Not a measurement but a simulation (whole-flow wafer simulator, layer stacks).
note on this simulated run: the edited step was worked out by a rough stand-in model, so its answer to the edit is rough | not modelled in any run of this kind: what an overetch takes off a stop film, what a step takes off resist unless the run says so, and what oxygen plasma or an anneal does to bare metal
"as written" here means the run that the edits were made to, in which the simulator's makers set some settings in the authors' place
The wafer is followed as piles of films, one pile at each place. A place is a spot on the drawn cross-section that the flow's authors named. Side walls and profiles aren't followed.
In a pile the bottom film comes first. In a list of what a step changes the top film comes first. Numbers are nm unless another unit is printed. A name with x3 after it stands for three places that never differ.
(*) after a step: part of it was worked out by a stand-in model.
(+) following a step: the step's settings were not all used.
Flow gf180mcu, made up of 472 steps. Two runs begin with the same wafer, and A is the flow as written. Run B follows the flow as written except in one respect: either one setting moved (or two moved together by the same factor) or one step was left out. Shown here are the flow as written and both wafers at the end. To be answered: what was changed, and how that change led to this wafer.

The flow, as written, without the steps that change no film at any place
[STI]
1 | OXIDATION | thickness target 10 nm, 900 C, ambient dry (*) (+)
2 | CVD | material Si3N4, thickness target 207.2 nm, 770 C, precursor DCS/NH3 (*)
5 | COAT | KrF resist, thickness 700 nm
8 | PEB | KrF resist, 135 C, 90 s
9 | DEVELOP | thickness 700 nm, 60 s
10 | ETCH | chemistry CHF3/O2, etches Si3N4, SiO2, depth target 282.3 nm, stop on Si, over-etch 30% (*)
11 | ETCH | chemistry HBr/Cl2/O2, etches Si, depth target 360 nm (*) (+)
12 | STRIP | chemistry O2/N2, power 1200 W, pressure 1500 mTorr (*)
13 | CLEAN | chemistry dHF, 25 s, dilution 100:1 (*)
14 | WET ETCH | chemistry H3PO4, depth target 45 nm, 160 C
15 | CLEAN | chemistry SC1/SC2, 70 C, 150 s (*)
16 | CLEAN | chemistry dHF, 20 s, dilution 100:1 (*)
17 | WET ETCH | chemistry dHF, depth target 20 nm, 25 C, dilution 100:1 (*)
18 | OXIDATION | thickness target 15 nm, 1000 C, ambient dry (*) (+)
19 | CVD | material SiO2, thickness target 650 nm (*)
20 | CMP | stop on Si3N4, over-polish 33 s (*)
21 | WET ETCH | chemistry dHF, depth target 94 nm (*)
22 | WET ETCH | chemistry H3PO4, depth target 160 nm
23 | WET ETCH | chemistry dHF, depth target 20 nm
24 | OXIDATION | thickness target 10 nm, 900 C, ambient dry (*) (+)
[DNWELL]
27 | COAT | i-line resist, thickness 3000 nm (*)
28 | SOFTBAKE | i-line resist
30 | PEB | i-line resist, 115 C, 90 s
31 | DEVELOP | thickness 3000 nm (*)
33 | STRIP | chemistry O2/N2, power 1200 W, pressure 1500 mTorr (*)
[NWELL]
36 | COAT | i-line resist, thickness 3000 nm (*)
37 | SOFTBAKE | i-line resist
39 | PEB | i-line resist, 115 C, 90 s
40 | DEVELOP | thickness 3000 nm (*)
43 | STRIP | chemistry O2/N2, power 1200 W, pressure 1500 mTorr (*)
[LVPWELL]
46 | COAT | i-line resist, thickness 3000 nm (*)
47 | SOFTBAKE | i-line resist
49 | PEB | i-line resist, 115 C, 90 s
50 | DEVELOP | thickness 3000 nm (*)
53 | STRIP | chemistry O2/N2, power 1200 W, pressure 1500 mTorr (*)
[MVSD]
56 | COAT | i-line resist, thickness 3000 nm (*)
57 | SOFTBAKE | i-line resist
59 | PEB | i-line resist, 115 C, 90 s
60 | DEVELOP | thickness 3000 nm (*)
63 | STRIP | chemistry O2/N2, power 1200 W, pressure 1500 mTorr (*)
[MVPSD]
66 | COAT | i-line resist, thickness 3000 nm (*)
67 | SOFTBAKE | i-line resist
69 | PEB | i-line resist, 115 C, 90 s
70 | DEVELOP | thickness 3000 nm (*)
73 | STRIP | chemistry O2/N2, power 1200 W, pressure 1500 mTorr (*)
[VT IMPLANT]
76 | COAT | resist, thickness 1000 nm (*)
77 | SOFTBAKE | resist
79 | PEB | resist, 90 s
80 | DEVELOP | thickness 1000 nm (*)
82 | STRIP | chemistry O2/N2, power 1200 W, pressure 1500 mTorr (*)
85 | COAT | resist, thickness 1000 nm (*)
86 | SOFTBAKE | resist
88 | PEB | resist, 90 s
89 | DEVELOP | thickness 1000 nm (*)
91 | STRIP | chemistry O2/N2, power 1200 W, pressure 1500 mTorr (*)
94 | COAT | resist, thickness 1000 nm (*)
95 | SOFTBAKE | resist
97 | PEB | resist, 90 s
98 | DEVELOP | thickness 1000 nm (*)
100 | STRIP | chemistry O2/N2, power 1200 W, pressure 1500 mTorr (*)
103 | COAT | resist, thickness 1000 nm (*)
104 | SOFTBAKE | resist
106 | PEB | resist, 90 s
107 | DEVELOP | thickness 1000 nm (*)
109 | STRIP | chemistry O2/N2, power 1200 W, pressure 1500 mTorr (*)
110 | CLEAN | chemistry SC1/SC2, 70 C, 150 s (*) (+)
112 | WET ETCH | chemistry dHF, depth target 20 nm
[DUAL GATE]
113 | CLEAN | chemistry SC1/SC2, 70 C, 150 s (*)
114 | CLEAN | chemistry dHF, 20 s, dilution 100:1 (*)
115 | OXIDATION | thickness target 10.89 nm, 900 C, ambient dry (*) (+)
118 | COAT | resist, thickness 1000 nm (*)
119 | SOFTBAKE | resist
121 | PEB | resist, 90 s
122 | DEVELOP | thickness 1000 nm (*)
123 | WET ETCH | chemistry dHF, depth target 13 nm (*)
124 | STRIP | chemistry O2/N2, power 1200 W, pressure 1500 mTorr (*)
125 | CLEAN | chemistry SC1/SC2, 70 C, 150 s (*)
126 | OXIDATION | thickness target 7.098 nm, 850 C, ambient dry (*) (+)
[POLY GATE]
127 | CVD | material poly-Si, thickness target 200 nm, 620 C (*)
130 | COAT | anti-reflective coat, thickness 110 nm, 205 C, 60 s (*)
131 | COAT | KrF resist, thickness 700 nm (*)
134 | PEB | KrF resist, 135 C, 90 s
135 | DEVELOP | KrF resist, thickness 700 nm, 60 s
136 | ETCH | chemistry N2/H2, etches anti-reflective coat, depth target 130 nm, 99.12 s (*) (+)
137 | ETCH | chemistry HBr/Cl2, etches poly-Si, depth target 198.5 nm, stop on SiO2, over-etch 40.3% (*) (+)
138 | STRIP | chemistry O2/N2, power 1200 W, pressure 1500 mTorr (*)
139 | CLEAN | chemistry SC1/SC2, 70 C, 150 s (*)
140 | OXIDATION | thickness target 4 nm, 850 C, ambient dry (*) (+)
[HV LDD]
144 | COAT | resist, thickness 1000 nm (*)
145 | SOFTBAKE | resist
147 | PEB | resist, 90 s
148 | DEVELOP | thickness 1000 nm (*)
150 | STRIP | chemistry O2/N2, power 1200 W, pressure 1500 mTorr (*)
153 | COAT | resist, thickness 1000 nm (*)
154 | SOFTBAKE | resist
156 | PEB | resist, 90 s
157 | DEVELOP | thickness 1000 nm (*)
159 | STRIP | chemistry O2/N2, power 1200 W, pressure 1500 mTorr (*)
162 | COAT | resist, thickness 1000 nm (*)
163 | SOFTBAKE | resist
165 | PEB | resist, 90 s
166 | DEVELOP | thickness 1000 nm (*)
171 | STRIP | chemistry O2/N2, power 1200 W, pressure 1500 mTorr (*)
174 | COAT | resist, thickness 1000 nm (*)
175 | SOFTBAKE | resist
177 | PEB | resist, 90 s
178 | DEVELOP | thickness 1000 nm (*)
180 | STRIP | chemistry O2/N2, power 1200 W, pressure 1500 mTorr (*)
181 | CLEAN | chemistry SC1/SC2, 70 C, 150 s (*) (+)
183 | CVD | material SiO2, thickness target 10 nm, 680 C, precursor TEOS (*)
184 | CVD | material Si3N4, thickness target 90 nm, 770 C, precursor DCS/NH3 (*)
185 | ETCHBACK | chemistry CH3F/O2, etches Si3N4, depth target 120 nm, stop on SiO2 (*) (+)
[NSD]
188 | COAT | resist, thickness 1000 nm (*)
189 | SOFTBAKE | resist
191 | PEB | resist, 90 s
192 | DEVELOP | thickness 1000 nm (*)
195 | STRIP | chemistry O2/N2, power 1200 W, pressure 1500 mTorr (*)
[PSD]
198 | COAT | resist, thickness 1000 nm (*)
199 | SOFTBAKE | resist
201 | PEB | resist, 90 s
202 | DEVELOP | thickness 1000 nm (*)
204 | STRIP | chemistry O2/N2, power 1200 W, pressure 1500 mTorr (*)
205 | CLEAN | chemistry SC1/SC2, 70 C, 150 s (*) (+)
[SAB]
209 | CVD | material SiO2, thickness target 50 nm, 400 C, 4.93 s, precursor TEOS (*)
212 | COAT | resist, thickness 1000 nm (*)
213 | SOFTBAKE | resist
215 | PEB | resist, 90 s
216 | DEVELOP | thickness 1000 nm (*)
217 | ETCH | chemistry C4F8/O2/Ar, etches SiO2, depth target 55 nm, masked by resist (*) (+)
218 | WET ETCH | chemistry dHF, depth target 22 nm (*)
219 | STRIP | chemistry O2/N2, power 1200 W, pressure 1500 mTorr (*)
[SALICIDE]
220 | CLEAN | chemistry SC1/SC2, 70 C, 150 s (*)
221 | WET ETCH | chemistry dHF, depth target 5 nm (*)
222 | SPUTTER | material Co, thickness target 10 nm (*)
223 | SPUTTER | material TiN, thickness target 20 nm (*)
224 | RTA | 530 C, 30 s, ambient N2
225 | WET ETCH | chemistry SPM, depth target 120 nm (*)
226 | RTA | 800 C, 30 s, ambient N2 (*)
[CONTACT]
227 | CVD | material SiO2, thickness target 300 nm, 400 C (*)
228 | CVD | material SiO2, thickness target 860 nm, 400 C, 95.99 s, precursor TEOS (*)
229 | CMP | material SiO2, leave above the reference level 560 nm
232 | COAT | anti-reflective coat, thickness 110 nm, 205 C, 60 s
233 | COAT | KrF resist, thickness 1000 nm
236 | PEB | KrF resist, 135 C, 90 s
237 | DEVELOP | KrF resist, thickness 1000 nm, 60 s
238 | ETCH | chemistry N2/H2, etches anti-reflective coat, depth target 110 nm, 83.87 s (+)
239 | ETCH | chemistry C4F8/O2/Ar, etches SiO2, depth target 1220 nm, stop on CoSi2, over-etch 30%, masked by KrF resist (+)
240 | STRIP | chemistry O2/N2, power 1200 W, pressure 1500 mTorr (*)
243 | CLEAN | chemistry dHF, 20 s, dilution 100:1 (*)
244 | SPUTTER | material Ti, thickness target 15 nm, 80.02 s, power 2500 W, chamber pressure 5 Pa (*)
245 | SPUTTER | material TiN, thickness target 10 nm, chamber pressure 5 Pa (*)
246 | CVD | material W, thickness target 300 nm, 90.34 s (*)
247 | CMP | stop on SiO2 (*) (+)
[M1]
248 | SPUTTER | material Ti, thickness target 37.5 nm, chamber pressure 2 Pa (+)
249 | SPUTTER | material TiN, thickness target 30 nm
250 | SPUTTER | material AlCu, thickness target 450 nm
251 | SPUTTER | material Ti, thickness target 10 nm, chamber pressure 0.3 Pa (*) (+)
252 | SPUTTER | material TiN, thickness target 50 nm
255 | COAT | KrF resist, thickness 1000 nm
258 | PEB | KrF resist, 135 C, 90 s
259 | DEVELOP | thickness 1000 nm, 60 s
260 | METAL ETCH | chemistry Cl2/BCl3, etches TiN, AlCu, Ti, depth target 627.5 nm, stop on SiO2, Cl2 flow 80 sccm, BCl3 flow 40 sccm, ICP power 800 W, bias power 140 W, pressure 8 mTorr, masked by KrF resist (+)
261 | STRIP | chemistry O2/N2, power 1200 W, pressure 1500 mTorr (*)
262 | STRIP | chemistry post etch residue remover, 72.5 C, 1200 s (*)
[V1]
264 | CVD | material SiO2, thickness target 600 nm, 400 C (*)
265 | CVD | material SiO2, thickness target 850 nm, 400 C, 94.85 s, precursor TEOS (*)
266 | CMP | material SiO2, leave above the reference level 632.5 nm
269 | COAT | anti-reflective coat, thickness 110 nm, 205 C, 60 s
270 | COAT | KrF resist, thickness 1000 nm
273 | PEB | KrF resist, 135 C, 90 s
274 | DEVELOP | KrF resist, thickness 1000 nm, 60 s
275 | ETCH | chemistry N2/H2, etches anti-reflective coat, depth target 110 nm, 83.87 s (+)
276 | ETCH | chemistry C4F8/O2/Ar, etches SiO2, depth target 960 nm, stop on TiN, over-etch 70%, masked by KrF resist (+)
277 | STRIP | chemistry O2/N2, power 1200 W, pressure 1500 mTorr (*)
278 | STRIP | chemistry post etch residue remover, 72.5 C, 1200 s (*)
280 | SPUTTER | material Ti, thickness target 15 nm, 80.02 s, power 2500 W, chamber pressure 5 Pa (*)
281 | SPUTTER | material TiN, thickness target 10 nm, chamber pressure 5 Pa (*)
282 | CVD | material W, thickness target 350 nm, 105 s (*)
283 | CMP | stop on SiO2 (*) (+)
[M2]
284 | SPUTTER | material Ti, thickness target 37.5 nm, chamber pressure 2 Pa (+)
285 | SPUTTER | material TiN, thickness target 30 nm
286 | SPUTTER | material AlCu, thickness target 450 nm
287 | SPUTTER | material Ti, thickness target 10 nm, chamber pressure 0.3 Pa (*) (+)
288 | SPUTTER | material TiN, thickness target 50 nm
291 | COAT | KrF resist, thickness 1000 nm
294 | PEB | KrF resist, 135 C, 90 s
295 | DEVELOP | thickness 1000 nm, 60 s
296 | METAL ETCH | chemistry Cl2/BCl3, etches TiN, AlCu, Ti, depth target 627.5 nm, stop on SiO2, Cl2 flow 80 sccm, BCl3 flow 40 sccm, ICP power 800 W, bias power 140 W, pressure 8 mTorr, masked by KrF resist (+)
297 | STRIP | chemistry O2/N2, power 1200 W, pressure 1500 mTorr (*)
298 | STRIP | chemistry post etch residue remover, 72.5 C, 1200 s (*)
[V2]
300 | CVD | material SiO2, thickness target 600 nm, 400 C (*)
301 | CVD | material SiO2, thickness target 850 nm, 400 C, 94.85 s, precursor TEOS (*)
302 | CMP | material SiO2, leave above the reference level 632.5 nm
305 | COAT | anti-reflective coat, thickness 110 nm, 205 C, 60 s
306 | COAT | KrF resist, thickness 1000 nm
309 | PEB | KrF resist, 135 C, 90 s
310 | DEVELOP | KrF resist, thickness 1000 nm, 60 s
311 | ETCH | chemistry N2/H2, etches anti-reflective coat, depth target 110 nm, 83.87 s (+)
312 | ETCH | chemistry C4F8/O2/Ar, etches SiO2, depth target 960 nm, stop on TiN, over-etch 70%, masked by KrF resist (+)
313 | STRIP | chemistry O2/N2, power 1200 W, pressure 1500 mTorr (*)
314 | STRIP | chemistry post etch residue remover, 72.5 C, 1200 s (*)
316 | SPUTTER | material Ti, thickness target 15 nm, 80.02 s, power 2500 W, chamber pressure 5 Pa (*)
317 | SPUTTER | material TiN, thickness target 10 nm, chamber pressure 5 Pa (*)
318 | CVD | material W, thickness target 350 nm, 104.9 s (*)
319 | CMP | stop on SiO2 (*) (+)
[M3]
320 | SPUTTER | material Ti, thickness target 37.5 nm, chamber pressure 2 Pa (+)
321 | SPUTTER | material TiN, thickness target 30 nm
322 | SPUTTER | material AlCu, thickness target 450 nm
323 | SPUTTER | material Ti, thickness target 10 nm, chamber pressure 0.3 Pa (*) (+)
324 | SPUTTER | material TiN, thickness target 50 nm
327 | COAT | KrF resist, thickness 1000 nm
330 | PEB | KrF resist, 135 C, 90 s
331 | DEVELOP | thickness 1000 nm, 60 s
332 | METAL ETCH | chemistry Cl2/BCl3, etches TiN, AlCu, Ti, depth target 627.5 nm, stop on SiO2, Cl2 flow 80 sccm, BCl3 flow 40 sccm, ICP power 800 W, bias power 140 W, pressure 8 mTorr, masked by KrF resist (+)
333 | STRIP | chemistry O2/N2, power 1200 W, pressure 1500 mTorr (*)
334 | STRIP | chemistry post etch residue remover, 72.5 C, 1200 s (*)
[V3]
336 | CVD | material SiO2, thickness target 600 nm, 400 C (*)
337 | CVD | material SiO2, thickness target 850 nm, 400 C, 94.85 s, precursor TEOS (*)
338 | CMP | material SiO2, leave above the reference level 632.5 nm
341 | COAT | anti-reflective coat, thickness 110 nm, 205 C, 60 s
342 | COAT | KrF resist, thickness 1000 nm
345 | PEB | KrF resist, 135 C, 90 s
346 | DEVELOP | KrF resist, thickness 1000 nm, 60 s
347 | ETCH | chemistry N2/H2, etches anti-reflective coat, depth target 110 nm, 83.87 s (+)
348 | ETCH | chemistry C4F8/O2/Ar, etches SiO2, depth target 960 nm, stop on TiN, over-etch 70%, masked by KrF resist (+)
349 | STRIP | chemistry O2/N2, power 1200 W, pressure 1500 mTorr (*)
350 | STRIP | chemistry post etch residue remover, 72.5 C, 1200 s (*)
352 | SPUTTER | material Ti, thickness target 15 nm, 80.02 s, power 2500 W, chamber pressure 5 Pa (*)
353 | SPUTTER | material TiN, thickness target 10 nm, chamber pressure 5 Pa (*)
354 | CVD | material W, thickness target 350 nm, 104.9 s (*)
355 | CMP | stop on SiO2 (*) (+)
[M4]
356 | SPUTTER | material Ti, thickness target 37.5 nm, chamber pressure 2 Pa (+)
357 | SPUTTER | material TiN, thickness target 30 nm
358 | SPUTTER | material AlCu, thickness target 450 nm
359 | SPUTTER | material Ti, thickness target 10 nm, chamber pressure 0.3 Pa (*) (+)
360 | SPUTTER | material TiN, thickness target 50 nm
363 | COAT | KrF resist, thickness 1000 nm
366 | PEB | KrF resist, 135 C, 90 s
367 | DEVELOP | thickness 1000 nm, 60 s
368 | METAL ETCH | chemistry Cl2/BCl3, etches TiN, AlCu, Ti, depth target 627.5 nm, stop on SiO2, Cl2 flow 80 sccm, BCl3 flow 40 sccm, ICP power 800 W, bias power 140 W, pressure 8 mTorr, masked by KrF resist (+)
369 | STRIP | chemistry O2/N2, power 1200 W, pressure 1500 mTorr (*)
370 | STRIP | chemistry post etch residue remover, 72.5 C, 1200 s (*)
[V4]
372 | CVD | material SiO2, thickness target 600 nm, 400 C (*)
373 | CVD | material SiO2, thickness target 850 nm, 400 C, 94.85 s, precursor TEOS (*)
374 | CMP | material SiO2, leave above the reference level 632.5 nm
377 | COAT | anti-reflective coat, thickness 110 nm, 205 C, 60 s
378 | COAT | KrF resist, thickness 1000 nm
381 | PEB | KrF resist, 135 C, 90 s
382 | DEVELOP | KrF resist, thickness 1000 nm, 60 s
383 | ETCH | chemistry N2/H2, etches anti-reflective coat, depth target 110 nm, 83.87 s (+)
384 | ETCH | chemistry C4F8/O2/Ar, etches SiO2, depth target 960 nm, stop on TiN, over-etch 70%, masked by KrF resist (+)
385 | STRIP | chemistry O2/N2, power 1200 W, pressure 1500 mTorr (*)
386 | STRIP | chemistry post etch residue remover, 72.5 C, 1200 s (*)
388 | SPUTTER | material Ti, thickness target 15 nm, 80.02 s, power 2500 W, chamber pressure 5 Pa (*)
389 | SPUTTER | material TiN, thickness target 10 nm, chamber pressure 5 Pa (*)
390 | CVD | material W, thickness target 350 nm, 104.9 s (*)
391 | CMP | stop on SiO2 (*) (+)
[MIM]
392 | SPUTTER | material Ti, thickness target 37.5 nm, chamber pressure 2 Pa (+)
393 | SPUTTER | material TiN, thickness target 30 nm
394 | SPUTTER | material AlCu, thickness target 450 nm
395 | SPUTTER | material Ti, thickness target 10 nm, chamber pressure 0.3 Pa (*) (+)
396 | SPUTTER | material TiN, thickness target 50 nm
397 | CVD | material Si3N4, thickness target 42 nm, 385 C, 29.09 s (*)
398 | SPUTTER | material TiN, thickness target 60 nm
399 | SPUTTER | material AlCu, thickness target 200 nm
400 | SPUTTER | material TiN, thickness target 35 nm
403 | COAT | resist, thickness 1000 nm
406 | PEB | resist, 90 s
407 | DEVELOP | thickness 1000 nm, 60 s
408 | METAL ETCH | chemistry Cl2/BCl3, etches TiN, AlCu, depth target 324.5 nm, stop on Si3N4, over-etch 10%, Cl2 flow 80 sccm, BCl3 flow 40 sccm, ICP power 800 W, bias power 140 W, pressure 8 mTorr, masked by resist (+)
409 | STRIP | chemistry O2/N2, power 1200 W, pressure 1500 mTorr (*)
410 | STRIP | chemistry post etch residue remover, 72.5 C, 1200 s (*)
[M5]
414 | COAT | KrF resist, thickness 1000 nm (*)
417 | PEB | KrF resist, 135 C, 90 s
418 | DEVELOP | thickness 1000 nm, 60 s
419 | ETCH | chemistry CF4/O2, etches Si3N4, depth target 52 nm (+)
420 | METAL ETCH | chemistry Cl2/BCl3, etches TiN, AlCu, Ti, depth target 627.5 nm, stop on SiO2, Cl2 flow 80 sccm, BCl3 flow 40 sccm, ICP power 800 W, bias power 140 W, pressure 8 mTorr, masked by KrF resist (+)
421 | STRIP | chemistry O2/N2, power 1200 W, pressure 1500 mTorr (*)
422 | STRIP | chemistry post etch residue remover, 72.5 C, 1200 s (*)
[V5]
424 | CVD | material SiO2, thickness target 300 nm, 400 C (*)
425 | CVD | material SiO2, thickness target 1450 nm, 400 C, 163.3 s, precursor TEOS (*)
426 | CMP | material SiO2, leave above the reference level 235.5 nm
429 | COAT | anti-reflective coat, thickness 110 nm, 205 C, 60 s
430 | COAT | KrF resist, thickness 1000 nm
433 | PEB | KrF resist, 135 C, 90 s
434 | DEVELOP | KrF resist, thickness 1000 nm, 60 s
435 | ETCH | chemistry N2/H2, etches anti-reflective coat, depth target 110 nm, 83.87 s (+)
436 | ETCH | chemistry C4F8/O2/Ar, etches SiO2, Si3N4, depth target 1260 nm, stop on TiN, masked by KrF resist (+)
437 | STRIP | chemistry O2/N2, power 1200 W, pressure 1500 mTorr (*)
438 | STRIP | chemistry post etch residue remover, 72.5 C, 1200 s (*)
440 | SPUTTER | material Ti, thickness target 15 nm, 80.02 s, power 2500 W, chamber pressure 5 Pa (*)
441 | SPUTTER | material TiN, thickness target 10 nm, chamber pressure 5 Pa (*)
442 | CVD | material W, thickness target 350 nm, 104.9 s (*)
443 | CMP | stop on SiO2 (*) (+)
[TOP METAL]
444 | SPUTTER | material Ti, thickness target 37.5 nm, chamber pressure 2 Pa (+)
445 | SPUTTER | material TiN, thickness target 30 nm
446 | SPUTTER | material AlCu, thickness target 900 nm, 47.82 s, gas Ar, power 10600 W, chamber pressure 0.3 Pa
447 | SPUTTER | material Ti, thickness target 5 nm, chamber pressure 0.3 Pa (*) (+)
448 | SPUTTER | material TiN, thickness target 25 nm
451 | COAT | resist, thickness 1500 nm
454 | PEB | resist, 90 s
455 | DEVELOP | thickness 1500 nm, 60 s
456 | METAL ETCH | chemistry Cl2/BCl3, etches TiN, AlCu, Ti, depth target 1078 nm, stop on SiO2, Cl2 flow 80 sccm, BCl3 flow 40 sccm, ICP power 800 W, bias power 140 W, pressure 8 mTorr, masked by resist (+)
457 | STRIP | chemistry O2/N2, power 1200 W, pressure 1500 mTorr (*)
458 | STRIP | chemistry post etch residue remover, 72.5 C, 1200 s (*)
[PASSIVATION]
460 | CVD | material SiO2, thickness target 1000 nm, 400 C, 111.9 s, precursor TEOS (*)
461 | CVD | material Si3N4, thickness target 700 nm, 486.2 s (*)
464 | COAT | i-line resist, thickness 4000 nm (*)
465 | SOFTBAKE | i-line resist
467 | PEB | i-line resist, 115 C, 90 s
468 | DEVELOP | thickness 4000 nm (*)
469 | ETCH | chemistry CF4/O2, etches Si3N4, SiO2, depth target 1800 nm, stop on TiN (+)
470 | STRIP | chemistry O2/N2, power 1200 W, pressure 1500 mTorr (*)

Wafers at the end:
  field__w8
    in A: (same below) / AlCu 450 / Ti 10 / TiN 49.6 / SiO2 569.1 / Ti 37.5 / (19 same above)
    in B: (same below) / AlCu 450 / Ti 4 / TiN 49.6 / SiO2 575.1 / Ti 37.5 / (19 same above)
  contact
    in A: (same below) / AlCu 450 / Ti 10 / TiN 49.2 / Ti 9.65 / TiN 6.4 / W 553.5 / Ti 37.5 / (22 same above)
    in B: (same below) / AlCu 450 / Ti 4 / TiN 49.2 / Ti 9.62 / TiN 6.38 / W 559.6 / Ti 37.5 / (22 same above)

Cause: step 323, SPUTTER: thickness target 4 nm was run, whereas the flow has thickness target 10 nm.
The wafer itself shows it: field__w8 has Ti 4, and step 323 as written asks for 10 nm.

How this came from the change, step by step:
  323 | SPUTTER | material Ti, thickness target 10 nm, chamber pressure 0.3 Pa (*) (+)
      field, field__w1, field__w2 and 108 more: A +10 Ti (new film) | B +4 Ti (new film)
  332 | METAL ETCH | chemistry Cl2/BCl3, etches TiN, AlCu, Ti, depth target 627.5 nm, stop on SiO2, Cl2 flow 80 sccm, BCl3 flow 40 sccm, ICP power 800 W, bias power 140 W, pressure 8 mTorr, masked by KrF resist (+)
      field, field__w1, field__w2 and 103 more: A -50 TiN (all of it), -10 Ti (all of it), -450 AlCu (all of it), -30 TiN (all of it), -37.5 Ti (all of it) | B -50 TiN (all of it), -4 Ti (all of it), -450 AlCu (all of it), -30 TiN (all of it), -37.5 Ti (all of it)
